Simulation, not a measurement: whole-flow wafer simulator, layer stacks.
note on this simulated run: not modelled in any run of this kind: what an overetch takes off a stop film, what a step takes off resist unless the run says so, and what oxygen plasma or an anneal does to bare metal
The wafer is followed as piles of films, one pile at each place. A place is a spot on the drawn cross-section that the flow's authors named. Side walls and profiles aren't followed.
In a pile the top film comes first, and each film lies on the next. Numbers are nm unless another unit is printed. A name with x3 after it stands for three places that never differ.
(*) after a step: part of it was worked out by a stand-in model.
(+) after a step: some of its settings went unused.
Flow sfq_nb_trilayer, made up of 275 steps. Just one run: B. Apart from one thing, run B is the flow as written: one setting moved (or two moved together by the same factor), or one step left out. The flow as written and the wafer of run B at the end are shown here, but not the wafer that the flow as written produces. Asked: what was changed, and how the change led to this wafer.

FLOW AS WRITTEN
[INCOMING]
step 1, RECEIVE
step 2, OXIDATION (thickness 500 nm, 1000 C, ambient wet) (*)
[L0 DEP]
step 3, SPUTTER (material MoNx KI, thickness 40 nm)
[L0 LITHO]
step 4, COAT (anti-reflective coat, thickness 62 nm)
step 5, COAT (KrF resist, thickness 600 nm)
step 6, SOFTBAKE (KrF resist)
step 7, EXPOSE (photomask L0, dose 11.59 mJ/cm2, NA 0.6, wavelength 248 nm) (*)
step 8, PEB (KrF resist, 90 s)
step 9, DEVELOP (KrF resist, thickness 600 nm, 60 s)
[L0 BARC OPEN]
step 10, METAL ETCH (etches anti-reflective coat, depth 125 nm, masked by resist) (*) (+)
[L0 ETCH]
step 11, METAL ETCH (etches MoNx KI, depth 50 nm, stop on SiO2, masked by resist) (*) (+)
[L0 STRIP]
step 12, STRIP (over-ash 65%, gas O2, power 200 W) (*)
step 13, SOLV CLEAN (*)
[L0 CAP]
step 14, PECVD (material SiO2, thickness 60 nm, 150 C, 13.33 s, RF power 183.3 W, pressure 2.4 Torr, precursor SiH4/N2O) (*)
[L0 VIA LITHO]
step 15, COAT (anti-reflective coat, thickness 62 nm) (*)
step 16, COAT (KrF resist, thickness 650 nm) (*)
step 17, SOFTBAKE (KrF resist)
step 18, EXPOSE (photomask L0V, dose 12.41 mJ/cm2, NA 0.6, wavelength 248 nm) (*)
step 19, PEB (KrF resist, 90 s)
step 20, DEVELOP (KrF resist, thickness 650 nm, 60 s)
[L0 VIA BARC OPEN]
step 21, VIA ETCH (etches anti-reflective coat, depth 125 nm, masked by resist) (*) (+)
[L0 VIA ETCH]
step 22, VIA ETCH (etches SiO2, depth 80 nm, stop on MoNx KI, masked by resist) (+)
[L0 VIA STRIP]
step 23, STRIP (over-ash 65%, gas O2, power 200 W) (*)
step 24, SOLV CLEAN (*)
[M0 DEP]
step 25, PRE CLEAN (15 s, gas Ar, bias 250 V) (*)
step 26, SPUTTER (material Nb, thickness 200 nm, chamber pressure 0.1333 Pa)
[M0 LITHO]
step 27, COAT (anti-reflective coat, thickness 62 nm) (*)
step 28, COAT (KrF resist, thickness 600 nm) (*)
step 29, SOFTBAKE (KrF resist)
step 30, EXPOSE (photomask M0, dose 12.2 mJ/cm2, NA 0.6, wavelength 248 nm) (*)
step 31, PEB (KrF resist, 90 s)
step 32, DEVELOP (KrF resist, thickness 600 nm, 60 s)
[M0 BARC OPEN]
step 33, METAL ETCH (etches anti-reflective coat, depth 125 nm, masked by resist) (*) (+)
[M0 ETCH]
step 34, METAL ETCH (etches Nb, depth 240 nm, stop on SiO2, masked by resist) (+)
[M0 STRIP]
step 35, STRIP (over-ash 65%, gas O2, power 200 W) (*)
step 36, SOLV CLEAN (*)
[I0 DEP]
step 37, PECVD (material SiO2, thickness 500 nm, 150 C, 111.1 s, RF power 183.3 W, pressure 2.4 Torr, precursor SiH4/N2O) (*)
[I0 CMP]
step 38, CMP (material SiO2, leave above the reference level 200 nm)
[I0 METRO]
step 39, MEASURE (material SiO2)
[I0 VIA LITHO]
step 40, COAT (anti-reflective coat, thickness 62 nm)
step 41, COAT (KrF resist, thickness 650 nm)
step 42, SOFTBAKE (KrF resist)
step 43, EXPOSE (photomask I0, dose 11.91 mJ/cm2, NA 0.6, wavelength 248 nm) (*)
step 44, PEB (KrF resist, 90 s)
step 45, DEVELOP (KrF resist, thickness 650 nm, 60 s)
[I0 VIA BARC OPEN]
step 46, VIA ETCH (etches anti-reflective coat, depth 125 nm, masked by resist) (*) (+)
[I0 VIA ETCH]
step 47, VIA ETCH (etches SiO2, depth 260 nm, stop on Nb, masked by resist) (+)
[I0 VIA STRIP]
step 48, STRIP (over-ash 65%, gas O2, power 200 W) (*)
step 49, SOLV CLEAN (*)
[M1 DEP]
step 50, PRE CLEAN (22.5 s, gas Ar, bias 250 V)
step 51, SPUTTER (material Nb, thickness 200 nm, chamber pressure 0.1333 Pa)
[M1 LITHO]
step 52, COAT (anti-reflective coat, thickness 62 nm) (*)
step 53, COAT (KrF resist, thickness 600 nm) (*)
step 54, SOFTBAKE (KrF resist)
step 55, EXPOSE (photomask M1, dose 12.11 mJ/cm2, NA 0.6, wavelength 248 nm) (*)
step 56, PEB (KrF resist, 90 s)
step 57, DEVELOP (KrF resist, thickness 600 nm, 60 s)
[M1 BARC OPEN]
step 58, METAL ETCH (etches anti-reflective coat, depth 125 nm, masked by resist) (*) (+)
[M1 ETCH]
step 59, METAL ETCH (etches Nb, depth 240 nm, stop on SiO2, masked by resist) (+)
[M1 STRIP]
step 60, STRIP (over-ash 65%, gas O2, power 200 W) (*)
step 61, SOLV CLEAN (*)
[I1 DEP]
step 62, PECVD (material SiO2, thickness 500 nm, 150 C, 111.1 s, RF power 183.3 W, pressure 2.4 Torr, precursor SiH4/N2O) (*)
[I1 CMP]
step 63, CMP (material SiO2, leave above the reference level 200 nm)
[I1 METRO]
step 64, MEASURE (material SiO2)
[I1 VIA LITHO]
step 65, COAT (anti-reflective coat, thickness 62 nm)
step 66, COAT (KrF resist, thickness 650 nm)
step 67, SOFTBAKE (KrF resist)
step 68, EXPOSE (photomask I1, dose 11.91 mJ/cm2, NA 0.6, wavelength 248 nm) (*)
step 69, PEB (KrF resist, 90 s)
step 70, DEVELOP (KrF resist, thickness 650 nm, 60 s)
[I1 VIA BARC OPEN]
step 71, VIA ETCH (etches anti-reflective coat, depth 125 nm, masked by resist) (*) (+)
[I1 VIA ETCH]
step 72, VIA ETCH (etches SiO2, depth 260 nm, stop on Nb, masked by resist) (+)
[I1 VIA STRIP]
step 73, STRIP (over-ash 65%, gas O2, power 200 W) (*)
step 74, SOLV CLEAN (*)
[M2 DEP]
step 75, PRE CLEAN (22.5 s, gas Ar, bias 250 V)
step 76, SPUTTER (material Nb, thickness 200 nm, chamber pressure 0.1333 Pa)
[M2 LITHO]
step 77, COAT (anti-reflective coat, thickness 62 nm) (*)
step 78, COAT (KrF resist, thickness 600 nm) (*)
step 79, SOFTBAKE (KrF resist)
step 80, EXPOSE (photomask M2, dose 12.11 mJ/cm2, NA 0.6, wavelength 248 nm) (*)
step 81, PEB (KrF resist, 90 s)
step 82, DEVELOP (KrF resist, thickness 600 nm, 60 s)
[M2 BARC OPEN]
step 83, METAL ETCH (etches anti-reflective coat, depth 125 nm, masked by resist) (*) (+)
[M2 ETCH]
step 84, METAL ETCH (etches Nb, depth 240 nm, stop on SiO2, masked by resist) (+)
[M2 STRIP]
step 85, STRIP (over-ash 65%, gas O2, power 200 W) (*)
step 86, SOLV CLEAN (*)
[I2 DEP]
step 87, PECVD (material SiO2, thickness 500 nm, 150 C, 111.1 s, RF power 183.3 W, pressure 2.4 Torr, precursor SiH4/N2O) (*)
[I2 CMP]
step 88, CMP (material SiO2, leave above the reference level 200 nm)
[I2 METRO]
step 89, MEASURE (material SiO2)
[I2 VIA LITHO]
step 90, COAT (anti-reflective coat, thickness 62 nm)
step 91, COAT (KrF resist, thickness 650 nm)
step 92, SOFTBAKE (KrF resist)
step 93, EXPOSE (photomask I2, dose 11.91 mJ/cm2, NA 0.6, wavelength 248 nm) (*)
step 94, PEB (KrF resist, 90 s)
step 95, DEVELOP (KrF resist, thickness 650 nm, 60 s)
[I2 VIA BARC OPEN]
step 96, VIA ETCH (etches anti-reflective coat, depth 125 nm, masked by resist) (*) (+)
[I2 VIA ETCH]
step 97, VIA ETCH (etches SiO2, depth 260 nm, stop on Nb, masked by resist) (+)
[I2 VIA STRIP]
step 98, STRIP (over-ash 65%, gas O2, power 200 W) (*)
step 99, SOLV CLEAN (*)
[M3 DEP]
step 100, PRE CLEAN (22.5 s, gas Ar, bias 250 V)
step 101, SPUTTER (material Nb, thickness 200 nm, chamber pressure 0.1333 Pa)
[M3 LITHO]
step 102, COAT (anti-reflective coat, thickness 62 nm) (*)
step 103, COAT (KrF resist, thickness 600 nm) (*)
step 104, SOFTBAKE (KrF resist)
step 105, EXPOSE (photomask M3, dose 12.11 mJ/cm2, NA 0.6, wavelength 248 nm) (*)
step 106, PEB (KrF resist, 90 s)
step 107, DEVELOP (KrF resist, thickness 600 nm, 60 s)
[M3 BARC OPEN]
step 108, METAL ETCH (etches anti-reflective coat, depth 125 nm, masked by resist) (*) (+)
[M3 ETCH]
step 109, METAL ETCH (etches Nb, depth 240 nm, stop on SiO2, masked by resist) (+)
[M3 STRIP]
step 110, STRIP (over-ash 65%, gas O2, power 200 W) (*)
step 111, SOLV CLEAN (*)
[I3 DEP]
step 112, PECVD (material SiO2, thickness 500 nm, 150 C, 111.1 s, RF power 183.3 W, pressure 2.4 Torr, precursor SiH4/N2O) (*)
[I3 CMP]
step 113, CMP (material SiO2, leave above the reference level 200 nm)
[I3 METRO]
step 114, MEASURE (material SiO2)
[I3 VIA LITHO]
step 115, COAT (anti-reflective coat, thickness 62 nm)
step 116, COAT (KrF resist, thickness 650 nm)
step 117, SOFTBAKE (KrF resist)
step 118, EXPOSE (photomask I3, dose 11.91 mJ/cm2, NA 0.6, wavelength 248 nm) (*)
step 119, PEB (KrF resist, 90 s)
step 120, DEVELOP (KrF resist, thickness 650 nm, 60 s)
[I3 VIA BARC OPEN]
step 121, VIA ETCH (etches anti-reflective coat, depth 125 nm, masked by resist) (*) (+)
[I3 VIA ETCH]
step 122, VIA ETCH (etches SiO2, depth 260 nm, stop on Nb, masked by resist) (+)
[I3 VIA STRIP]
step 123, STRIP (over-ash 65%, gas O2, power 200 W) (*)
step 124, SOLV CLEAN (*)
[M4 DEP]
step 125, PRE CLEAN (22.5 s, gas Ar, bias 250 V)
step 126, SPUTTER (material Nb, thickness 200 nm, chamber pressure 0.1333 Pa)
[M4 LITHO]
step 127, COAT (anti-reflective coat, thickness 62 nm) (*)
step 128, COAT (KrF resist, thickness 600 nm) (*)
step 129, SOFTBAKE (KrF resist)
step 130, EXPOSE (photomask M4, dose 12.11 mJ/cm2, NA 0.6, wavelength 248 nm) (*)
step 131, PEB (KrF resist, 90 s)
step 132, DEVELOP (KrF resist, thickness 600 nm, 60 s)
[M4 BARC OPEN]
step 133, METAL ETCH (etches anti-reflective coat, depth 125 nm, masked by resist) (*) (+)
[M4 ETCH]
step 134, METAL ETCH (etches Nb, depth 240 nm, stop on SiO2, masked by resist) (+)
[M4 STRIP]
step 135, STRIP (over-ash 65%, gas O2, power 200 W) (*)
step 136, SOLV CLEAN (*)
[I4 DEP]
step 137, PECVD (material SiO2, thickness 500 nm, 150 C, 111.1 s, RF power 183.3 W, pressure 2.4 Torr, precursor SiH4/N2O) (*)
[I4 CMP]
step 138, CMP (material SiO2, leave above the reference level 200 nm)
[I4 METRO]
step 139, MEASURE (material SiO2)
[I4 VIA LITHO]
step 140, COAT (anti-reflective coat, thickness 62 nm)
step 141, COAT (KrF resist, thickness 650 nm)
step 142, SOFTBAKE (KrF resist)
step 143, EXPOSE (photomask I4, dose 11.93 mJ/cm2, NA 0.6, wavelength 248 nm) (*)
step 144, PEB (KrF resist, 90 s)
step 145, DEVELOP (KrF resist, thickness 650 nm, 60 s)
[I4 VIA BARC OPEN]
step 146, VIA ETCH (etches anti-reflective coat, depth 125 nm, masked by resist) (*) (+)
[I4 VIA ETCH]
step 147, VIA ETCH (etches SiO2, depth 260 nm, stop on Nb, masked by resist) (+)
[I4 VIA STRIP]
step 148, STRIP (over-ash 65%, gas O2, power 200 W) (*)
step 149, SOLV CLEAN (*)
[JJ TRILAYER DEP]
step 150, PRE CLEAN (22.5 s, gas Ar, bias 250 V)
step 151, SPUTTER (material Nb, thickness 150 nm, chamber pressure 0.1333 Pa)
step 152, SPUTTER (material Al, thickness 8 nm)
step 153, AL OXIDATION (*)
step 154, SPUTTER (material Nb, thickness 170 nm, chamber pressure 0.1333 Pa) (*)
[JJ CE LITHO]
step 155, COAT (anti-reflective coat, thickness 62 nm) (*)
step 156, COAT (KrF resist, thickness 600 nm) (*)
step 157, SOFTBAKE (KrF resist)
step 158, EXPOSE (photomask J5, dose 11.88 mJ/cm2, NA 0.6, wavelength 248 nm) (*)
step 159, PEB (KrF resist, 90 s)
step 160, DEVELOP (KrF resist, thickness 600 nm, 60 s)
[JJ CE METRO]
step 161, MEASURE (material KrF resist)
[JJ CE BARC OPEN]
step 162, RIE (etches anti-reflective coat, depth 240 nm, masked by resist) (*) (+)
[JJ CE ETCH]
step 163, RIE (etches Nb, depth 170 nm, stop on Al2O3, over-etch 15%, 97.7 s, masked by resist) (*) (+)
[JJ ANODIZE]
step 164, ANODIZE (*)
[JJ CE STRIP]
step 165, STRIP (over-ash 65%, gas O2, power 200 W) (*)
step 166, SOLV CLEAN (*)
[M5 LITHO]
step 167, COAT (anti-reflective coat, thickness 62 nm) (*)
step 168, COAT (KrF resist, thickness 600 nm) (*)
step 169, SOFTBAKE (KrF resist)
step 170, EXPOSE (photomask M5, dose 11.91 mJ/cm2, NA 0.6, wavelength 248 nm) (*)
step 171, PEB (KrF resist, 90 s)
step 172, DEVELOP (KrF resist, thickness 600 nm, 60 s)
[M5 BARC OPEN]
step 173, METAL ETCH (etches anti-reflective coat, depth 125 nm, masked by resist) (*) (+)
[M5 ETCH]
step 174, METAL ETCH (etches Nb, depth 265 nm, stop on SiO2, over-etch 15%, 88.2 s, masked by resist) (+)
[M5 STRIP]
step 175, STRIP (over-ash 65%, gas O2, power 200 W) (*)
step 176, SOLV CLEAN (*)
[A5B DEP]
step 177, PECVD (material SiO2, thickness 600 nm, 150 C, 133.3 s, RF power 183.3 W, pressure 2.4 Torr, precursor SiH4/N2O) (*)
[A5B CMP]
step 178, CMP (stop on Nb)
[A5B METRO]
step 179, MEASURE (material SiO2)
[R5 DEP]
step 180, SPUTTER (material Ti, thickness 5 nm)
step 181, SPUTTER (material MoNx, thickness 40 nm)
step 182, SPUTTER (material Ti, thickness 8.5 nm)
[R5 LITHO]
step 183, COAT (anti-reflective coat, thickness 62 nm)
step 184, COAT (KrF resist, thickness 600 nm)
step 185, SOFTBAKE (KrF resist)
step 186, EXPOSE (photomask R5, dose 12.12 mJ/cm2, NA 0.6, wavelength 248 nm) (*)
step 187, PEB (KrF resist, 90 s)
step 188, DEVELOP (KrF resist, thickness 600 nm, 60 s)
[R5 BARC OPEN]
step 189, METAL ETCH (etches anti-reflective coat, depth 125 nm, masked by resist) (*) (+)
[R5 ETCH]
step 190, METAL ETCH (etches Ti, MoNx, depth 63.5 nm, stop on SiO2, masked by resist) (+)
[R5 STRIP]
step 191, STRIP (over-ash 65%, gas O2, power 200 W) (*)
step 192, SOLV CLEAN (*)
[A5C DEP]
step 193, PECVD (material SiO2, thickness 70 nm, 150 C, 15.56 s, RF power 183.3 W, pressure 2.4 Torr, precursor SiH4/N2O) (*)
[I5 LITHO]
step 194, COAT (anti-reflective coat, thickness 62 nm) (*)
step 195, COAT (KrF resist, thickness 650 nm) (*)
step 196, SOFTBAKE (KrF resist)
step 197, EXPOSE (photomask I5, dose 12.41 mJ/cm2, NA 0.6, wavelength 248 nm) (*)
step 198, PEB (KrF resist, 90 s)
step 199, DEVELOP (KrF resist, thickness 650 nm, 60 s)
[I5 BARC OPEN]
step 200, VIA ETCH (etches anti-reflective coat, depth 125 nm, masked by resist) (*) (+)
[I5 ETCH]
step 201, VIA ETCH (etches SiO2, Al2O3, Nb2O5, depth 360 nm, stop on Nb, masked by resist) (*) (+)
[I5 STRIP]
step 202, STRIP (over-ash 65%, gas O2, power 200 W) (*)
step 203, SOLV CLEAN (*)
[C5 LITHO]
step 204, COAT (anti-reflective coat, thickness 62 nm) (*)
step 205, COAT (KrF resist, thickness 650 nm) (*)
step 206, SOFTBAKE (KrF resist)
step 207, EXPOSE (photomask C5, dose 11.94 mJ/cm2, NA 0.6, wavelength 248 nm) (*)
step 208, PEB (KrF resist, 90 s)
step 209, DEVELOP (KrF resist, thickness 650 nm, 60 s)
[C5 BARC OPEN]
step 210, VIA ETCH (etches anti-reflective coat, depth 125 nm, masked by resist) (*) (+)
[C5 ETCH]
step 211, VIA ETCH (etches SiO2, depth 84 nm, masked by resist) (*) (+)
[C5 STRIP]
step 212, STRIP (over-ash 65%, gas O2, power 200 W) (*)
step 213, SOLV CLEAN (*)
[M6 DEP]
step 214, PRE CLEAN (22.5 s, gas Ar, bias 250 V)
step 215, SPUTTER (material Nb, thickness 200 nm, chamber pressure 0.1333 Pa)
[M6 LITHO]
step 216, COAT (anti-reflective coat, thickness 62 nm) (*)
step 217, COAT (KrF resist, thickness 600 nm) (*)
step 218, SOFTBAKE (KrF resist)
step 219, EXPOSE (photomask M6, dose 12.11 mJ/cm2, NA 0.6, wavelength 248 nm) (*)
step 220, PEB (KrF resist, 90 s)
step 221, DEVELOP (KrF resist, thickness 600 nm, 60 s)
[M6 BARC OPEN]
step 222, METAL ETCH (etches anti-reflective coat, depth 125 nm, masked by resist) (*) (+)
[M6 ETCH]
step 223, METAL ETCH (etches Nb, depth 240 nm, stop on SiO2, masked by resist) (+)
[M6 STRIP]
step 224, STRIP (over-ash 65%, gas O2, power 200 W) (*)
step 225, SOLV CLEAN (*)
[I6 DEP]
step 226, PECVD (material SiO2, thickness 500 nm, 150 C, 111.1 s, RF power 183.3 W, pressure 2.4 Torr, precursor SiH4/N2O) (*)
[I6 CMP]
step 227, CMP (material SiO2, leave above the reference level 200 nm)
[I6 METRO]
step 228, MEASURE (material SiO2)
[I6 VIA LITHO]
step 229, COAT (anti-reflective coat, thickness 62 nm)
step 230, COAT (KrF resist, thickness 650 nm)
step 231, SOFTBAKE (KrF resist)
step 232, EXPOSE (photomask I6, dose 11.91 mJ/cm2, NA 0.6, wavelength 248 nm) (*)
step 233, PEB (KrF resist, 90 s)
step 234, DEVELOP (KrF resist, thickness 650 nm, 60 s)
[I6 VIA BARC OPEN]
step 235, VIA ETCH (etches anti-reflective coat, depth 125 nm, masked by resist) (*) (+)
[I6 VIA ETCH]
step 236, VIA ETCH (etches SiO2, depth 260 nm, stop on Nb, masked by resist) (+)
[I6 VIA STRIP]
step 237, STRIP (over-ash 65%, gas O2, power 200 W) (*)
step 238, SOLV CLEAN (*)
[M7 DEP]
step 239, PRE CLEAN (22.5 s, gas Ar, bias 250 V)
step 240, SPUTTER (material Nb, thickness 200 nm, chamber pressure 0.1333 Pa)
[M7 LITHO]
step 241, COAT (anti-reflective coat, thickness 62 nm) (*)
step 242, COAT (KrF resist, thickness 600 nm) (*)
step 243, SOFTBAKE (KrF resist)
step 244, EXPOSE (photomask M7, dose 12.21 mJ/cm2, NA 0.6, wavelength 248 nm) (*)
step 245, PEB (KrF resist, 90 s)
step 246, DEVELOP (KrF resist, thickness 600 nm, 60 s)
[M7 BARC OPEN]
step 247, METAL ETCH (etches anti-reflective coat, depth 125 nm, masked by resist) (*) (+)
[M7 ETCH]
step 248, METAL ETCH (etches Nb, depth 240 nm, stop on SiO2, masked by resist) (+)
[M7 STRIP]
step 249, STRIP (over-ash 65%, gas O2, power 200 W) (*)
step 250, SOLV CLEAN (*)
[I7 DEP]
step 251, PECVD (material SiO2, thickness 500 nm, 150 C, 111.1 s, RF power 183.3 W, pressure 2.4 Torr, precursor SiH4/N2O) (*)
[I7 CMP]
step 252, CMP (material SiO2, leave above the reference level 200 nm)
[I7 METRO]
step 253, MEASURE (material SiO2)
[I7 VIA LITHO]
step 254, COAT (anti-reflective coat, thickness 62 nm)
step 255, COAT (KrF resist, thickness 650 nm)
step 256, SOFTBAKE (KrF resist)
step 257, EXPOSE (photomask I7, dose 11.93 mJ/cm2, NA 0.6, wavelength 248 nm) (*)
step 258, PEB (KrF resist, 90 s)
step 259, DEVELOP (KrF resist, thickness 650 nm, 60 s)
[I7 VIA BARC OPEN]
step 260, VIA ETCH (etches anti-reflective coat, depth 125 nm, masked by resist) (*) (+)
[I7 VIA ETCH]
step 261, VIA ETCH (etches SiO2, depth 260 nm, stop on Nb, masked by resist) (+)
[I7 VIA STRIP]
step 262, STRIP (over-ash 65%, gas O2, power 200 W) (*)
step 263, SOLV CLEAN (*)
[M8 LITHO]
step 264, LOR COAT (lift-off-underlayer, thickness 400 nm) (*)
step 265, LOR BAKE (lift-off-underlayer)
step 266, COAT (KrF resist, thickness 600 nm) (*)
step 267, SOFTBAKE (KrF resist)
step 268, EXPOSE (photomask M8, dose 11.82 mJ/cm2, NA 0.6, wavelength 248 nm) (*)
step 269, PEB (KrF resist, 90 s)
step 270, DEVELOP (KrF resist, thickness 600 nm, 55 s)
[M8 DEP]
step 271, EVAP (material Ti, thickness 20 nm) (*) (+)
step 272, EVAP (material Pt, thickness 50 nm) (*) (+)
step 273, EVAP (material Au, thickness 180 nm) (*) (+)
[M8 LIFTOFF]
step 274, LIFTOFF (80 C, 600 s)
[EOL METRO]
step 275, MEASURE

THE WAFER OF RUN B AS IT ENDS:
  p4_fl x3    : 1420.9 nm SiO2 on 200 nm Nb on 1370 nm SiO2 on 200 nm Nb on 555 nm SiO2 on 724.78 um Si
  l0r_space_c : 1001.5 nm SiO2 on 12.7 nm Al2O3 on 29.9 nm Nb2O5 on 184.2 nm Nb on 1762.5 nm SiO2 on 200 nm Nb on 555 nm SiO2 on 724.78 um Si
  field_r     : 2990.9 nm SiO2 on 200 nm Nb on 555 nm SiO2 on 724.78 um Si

The reason: step 151, SPUTTER: thickness 195 nm was run, while the flow as written has thickness 150 nm.

The path from the change to this, step by step:
  step 151, SPUTTER (material Nb, thickness 150 nm, chamber pressure 0.1333 Pa)
      field_l, v_sur, via_sp and 100 more: +195 Nb (new film) (it would be, as written: +150 Nb (new film))
      via_wl, via_w, via_wr: +170 Nb (it would be, as written: +130.4 Nb)
  step 155, COAT (anti-reflective coat, thickness 62 nm) (*)
      via_wl, via_wr: +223 anti-reflective coat (new film) (it would be, as written: +209.4 anti-reflective coat (new film))
      via_w: +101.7 anti-reflective coat (new film) (it would be, as written: +97.4 anti-reflective coat (new film))
  step 162, RIE (etches anti-reflective coat, depth 240 nm, masked by resist) (*) (+)
      ce_l, c5j, ce_r, wl_jj: -223 KrF resist (it would be, as written: -209.4 KrF resist)
      via_wl, via_wr: -223 anti-reflective coat (all of it) (it would be, as written: -209.4 anti-reflective coat (all of it))
      (and at 1 other place as well)
  step 164, ANODIZE (*)
      via_wl, via_wr: +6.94 Al2O3 (new film), +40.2 Nb2O5 (new film), -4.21 Al (all of it), -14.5 Nb (it would be, as written: +7.52 Al2O3 (new film), +39.2 Nb2O5 (new film), -4.56 Al (all of it), -14.1 Nb)
  step 165, STRIP (over-ash 65%, gas O2, power 200 W) (*)
      ce_l: -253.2 KrF resist (all of it), -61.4 anti-reflective coat (all of it) (it would be, as written: -266.8 KrF resist (all of it), -61.4 anti-reflective coat (all of it))
      c5j: -253.2 KrF resist (all of it), -61.5 anti-reflective coat (all of it) (it would be, as written: -266.9 KrF resist (all of it), -61.5 anti-reflective coat (all of it))
      (and at 2 other places as well)
  step 167, COAT (anti-reflective coat, thickness 62 nm) (*)
      v_sur: +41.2 anti-reflective coat (new film) (it would be, as written: +44.9 anti-reflective coat (new film))
      via_wl: +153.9 anti-reflective coat (new film) (it would be, as written: +170.5 anti-reflective coat (new film))
      (and at 3 other places as well)
  step 168, COAT (KrF resist, thickness 600 nm) (*)
      via_wl: +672 KrF resist (new film) (it would be, as written: +656 KrF resist (new film))
      via_wr: +672.9 KrF resist (new film) (it would be, as written: +656.6 KrF resist (new film))
  step 174, METAL ETCH (etches Nb, depth 265 nm, stop on SiO2, over-etch 15%, 88.2 s, masked by resist) (+)
      r_sur, res, r_end and 48 more: -12.6 Al2O3 (all of it), -29.9 Nb2O5 (all of it), -184.2 Nb (all of it), -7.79 SiO2 (it would be, as written: -12.6 Al2O3 (all of it), -29.9 Nb2O5 (all of it), -139.2 Nb (all of it), -12.3 SiO2)
      field_l, wl_a_sl: -12.6 Al2O3 (all of it), -29.9 Nb2O5 (all of it), -184.2 Nb (all of it), -7.8 SiO2 (it would be, as written: -12.6 Al2O3 (all of it), -29.9 Nb2O5 (all of it), -139.2 Nb (all of it), -12.3 SiO2)
  step 175, STRIP (over-ash 65%, gas O2, power 200 W) (*)
      v_sur: -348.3 KrF resist (all of it), -41.2 anti-reflective coat (all of it) (it would be, as written: -349.2 KrF resist (all of it), -44.9 anti-reflective coat (all of it))
      via_wl: -443 KrF resist (all of it), -153.9 anti-reflective coat (all of it) (it would be, as written: -427 KrF resist (all of it), -170.5 anti-reflective coat (all of it))
      (and at 3 other places as well)
  step 178, CMP (stop on Nb)
      field_l, p4_fl x3, p4_w1 x9 and 29 more: -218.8 SiO2 (it would be, as written: -259.3 SiO2)
      r_sur, res, r_end, moat, field_r, lsp_l: -210.3 SiO2 (it would be, as written: -252.3 SiO2)
      (and at 8 other places as well)
